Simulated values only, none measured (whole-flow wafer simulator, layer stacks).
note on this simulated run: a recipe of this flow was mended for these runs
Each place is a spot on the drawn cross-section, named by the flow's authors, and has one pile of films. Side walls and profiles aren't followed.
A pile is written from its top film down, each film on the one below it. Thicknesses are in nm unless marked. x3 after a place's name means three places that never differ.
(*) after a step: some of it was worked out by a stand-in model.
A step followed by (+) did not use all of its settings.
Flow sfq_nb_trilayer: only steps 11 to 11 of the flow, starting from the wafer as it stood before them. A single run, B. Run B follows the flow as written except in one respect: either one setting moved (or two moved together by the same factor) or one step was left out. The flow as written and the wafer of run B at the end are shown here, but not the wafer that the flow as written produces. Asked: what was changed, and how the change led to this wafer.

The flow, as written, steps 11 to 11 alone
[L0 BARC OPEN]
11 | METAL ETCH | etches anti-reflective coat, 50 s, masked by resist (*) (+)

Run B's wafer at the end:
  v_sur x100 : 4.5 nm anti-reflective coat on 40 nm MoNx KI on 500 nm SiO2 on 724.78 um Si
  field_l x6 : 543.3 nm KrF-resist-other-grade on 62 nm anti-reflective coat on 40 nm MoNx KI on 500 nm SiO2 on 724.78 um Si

What caused this: step 11, METAL ETCH: 23 s was run, though the flow has 50 s.

Step by step, how the change led to this:
  11 | METAL ETCH | etches anti-reflective coat, 50 s, masked by resist (*) (+)
      v_sur x100: -57.5 anti-reflective coat (in the flow as written it would be: -62 anti-reflective coat (all of it))
      field_l x6: -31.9 KrF-resist-other-grade (in the flow as written it would be: -69.4 KrF-resist-other-grade)
